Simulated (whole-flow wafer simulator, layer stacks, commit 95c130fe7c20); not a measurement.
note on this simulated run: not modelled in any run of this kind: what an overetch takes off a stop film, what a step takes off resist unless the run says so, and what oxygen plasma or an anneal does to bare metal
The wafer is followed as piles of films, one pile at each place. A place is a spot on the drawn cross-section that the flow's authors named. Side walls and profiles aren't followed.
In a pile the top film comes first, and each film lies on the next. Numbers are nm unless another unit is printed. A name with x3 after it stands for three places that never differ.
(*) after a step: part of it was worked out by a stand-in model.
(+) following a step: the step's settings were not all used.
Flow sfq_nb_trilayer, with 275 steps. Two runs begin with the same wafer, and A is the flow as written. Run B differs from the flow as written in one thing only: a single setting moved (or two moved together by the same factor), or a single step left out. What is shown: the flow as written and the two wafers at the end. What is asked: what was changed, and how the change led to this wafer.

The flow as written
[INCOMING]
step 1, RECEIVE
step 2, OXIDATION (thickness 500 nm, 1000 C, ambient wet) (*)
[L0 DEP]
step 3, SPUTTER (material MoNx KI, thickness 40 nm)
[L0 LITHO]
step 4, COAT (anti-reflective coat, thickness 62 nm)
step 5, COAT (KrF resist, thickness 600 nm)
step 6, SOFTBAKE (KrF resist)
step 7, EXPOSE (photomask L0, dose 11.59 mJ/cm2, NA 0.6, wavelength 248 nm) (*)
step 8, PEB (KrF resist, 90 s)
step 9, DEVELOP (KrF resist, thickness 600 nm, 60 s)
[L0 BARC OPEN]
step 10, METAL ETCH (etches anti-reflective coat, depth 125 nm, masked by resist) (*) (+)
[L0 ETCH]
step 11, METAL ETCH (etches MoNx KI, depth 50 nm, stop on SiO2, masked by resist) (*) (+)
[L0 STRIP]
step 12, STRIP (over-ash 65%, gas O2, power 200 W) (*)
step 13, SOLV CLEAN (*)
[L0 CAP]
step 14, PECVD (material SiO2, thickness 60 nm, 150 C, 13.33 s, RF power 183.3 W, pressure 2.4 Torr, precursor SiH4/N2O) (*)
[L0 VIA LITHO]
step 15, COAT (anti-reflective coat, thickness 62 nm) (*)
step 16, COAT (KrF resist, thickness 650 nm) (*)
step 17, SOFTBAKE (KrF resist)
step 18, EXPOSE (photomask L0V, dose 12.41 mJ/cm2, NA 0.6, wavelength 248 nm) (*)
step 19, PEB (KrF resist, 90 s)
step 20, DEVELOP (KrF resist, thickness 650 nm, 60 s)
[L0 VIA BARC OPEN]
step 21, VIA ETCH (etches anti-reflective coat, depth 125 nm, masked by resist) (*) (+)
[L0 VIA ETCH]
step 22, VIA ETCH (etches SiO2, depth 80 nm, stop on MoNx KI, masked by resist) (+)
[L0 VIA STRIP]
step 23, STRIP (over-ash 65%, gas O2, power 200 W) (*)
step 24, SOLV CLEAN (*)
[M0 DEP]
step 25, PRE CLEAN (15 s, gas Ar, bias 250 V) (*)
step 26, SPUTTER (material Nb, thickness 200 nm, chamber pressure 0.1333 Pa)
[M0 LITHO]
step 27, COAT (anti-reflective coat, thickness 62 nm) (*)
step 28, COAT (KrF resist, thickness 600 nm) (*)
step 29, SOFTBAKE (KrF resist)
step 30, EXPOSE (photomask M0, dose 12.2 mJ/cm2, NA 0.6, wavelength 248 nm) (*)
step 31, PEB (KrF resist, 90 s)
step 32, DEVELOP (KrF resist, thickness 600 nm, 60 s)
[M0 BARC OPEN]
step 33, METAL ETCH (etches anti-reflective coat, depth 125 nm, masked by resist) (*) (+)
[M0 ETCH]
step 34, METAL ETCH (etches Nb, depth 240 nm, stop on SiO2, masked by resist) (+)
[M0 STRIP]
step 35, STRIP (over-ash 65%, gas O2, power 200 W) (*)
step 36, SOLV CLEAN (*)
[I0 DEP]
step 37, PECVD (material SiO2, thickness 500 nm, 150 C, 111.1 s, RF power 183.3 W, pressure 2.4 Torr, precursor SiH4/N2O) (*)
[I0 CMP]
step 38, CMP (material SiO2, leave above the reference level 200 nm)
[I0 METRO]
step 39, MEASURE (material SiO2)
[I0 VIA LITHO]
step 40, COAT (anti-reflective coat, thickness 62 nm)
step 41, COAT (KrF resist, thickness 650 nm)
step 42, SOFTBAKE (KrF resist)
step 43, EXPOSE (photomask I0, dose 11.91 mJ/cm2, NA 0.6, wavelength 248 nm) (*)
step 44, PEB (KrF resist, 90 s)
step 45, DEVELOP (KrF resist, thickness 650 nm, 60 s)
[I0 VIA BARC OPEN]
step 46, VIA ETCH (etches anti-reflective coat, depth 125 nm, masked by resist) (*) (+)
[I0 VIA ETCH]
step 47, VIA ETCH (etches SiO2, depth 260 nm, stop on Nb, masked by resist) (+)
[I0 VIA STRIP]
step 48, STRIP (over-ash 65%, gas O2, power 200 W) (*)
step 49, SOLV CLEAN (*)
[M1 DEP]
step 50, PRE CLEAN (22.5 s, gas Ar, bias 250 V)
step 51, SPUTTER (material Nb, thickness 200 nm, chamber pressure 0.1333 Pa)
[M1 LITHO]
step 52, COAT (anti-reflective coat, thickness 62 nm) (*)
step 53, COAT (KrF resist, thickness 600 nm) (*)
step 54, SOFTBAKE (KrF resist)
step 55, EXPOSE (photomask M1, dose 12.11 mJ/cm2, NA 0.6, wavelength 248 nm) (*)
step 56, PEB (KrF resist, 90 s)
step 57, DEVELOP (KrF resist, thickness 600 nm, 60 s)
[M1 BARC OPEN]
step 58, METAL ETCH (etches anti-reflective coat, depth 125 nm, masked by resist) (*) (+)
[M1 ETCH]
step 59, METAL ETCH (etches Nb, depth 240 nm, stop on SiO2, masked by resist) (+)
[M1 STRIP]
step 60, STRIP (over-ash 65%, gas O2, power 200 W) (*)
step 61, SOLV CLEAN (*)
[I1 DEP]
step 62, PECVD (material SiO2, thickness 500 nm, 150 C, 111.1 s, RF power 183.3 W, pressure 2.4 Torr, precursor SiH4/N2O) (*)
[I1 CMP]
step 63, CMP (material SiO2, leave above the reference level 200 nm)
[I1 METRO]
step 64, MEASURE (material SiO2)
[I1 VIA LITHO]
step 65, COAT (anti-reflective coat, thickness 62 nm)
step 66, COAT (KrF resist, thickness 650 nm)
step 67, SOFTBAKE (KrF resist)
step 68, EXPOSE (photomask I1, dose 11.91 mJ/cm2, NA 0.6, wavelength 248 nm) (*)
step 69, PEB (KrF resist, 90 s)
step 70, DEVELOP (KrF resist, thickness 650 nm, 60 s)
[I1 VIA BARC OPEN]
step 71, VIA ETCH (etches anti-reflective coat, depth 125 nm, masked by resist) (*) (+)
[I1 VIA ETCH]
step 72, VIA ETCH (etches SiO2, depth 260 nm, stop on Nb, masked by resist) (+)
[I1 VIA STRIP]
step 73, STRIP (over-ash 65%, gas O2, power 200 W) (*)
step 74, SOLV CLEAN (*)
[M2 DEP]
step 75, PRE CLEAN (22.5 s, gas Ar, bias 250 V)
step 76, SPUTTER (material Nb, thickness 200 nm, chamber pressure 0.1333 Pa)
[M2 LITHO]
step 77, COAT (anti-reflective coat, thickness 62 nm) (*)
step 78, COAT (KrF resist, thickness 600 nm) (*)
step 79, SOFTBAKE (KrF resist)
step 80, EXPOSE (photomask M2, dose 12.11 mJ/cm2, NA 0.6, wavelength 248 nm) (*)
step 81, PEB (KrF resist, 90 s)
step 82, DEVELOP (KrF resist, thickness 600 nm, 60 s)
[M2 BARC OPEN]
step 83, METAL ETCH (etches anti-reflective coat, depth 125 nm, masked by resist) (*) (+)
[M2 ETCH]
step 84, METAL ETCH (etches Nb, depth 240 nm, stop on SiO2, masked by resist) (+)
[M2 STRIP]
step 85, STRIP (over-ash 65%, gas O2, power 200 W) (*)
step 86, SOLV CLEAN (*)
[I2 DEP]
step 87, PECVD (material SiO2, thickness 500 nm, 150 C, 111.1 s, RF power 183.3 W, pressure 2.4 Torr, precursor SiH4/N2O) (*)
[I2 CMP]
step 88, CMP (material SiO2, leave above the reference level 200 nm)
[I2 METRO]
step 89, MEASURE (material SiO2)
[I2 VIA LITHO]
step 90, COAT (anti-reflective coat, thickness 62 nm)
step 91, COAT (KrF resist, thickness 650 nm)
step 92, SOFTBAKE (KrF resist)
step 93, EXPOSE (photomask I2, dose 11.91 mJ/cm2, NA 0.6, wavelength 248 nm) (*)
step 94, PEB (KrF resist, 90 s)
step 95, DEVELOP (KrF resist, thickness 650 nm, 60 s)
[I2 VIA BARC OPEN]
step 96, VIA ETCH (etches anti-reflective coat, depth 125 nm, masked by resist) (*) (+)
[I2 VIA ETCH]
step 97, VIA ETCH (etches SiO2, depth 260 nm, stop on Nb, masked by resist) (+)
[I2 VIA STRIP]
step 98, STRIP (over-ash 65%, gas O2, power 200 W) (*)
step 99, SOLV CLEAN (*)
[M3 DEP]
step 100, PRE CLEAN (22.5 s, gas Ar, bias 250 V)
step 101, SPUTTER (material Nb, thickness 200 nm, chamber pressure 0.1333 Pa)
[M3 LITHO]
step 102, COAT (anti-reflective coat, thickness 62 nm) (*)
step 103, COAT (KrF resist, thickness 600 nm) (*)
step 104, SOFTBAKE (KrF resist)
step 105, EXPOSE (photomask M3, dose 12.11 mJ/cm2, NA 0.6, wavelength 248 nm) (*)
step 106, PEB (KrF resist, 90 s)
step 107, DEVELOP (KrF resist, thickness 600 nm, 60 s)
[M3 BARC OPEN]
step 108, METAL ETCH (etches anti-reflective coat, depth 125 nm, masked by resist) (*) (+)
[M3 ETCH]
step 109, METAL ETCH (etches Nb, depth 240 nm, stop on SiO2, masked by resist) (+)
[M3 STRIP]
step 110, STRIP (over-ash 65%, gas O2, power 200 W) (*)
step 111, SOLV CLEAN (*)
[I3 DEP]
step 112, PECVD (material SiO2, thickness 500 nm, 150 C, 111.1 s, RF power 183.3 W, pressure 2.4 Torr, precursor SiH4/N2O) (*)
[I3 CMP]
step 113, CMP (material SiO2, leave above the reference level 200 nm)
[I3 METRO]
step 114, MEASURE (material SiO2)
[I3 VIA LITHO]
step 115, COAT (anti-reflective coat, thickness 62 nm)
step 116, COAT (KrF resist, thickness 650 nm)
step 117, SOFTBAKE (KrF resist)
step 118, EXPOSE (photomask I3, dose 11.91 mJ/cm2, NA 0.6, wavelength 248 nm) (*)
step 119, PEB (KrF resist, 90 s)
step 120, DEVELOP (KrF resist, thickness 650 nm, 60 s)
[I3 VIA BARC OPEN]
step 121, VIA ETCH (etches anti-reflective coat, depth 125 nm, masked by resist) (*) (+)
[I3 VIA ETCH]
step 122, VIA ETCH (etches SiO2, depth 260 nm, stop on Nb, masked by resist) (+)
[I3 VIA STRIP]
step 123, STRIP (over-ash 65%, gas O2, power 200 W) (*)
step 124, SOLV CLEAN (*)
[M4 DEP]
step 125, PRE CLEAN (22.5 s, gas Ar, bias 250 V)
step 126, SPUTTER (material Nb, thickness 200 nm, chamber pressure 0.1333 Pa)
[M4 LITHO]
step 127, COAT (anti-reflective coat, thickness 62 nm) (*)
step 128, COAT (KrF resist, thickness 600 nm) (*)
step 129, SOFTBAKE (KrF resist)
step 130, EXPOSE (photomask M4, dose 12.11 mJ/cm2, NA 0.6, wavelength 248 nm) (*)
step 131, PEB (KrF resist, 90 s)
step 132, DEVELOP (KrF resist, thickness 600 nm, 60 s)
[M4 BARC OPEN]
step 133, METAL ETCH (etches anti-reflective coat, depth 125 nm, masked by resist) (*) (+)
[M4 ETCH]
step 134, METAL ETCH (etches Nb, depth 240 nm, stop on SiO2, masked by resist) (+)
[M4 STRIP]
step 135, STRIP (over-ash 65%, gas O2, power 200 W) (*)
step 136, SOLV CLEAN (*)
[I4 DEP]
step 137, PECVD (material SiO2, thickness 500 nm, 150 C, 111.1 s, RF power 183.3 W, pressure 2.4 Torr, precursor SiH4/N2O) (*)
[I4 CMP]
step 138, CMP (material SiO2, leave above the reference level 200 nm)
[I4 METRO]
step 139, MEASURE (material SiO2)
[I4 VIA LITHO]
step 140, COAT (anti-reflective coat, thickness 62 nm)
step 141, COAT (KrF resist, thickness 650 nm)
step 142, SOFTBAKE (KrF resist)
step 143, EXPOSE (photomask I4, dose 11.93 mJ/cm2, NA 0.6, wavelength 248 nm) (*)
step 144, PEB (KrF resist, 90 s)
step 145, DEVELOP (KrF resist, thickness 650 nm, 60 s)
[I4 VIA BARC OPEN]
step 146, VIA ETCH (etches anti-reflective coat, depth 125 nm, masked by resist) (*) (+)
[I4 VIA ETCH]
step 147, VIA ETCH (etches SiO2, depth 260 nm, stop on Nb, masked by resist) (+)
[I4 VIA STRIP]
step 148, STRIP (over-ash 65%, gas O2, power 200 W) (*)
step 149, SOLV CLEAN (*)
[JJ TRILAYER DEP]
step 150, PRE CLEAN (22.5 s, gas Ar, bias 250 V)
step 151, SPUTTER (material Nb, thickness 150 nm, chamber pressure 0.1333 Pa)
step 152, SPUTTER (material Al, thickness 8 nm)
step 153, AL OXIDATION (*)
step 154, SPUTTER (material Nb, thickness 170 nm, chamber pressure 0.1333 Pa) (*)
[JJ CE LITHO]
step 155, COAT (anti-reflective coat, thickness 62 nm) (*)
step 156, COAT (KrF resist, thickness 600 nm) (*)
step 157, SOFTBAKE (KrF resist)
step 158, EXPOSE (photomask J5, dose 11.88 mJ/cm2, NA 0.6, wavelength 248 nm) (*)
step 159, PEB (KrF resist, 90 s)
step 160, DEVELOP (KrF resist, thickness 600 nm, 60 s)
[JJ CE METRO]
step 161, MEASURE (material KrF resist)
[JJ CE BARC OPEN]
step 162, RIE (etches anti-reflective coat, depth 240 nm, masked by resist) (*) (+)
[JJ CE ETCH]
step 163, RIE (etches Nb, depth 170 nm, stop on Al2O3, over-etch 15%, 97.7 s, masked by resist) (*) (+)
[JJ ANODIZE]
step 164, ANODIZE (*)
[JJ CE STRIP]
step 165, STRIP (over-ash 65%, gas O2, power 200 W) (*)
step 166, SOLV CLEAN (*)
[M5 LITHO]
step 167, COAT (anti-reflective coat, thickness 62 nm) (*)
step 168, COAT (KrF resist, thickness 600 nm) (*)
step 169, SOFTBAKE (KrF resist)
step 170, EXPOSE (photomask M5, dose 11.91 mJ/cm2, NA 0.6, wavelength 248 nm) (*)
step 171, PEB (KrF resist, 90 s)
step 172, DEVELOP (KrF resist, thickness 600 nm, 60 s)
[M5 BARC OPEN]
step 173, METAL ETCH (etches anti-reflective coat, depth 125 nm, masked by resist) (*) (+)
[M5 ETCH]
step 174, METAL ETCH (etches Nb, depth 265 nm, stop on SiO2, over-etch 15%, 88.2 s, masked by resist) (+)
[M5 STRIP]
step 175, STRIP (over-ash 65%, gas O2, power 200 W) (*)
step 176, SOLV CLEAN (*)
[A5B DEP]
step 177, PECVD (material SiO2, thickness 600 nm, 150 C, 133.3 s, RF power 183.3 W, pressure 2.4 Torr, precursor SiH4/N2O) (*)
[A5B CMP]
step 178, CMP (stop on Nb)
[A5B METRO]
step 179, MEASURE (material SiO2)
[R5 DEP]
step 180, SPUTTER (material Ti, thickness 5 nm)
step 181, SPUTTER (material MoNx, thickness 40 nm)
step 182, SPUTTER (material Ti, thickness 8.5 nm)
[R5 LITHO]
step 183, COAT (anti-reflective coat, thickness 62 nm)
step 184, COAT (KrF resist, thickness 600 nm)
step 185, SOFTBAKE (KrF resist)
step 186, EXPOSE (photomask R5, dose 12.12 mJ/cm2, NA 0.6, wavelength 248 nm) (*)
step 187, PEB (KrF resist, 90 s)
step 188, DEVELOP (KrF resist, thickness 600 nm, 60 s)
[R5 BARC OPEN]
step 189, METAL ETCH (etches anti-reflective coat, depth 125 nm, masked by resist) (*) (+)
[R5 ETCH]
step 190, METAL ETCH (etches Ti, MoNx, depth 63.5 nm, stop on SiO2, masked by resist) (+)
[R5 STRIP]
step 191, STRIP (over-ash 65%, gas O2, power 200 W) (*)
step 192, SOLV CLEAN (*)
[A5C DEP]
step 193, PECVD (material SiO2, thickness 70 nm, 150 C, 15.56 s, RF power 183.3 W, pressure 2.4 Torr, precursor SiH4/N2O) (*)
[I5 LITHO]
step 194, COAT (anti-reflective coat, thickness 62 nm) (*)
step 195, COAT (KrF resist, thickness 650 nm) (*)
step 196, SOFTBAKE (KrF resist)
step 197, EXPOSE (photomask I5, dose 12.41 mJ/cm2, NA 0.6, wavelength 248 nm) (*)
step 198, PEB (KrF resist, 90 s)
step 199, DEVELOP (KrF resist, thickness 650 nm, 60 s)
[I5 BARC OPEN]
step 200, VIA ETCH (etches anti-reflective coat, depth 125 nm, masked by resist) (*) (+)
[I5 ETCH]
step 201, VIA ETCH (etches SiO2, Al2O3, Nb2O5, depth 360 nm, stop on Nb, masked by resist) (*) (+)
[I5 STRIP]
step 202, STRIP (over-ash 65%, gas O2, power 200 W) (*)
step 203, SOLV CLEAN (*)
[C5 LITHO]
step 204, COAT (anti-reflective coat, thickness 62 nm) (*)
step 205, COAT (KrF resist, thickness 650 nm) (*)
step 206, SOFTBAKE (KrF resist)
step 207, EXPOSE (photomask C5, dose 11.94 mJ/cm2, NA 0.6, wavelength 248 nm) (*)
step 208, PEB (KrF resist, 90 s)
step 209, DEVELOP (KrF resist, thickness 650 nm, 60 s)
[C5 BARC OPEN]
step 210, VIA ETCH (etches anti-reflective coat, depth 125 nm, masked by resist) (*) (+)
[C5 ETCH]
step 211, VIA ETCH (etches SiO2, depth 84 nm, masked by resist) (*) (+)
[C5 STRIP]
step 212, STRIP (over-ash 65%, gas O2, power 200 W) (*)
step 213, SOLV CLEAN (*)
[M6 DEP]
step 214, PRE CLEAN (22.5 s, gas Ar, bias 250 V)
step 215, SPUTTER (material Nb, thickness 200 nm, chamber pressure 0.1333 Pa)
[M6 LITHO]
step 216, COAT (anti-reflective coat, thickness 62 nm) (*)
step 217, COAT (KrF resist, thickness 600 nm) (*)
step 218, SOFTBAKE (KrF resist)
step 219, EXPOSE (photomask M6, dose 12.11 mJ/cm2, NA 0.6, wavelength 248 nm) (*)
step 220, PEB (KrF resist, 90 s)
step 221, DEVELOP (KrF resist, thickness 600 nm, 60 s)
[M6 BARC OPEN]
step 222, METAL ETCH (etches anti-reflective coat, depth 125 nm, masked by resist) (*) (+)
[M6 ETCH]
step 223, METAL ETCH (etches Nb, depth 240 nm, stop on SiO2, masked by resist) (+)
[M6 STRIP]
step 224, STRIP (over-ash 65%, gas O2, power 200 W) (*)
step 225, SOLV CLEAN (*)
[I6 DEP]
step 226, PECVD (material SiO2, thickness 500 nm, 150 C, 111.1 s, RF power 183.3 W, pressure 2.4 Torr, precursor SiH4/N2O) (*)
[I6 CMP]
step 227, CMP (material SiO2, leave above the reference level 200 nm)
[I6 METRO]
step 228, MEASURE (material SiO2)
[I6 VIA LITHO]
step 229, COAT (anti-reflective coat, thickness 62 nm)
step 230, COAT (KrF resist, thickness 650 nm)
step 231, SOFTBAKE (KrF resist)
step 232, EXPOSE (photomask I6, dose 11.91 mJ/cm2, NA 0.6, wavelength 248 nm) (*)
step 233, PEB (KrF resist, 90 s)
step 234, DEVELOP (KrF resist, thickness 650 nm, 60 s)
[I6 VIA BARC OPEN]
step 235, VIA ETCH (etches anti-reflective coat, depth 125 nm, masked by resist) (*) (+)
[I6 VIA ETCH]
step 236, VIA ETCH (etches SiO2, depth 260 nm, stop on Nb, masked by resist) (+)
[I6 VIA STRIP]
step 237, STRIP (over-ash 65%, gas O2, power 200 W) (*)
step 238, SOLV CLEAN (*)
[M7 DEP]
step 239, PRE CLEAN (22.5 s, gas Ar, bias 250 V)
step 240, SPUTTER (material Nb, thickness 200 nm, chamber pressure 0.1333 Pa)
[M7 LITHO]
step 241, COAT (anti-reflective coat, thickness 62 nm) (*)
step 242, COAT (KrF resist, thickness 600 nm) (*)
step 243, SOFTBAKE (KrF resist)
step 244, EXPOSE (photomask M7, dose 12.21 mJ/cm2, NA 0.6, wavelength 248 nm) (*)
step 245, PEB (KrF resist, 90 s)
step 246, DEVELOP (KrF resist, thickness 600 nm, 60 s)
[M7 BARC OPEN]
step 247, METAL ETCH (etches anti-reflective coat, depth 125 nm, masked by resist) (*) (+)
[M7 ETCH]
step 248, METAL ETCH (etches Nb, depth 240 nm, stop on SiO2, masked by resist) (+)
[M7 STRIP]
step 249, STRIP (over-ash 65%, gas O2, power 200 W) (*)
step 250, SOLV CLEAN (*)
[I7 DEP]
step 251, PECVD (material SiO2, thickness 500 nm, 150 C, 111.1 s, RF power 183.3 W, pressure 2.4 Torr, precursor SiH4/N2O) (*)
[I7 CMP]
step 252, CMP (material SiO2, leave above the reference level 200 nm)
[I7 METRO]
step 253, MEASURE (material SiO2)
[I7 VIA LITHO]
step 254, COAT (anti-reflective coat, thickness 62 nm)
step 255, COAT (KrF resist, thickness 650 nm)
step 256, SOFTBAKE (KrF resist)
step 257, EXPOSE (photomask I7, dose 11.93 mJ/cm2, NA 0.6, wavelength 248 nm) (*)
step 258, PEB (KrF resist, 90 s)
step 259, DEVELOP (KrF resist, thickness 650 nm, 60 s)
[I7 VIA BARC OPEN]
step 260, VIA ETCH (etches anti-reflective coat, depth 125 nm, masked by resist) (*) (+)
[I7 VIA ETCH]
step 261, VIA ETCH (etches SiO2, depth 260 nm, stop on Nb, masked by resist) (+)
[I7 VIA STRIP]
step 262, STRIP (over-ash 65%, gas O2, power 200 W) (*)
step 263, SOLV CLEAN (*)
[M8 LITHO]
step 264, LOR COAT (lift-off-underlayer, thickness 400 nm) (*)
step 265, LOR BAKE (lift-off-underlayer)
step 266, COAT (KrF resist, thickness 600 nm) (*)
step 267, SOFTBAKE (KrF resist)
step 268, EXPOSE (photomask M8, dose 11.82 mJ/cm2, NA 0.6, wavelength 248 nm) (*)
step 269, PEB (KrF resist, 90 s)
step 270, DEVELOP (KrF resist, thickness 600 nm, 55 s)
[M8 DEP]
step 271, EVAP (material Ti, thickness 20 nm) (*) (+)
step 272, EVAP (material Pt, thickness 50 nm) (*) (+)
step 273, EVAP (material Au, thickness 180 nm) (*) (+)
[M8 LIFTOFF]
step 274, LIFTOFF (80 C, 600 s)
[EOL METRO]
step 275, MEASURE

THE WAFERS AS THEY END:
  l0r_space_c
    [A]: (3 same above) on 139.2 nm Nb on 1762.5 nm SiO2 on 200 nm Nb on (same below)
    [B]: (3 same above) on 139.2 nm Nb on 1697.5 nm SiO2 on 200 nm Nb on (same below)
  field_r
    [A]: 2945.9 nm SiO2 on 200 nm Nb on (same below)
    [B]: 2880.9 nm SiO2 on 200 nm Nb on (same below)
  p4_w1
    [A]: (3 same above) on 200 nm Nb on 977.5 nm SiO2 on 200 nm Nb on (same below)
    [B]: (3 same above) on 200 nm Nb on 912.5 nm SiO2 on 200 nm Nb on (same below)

The reason: step 51, SPUTTER: thickness 135 nm was run, though the flow has thickness 200 nm.

The path from the change to this, step by step:
  step 51, SPUTTER (material Nb, thickness 200 nm, chamber pressure 0.1333 Pa)
      field_l, v_sur, via_wl and 102 more: A Nb gains 200 (new film) | B Nb gains 135 (new film)
      via_w: A Nb gains 174.5 | B Nb gains 118.5
  step 52, COAT (anti-reflective coat, thickness 62 nm) (*)
      via_wl: A anti-reflective coat gains 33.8 (new film) | B anti-reflective coat gains 32.8 (new film)
      via_w: A anti-reflective coat gains 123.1 (new film) | B anti-reflective coat gains 120.2 (new film)
      (and at 1 other place as well)
  step 59, METAL ETCH (etches Nb, depth 240 nm, stop on SiO2, masked by resist) (+)
      field_l, be, be_sur and 79 more: A Nb loses 200 (all of it) | B Nb loses 135 (all of it)
      v_sur, via_wl, via_w and 21 more: A KrF resist loses 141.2 | B KrF resist loses 119.1
  step 60, STRIP (over-ash 65%, gas O2, power 200 W) (*)
      wl_j_sl, wl_jj, wl_j_sr and 13 more: A KrF resist loses 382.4 (all of it), anti-reflective coat loses 62 (all of it) | B KrF resist loses 404.4 (all of it), anti-reflective coat loses 62 (all of it)
      v_sur: A KrF resist loses 365.9 (all of it), anti-reflective coat loses 61.1 (all of it) | B KrF resist loses 388.5 (all of it), anti-reflective coat loses 60.9 (all of it)
      (and at 7 other places as well)
  step 62, PECVD (material SiO2, thickness 500 nm, 150 C, 111.1 s, RF power 183.3 W, pressure 2.4 Torr, precursor SiH4/N2O) (*)
      wl_d_sl, wl_d_sr: A SiO2 gains 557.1 | B SiO2 gains 500
      via_w: A SiO2 gains 606 (new film) | B SiO2 gains 590.4 (new film)
  step 63, CMP (material SiO2, leave above the reference level 200 nm)
      field_l, be, be_sur and 72 more: A SiO2 loses 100 | B SiO2 loses 165
      lsp_m, ln_m6, lsp_r, l0_sur, l0v: A SiO2 loses 94.9 | B SiO2 loses 165
      (and at 3 other places as well)
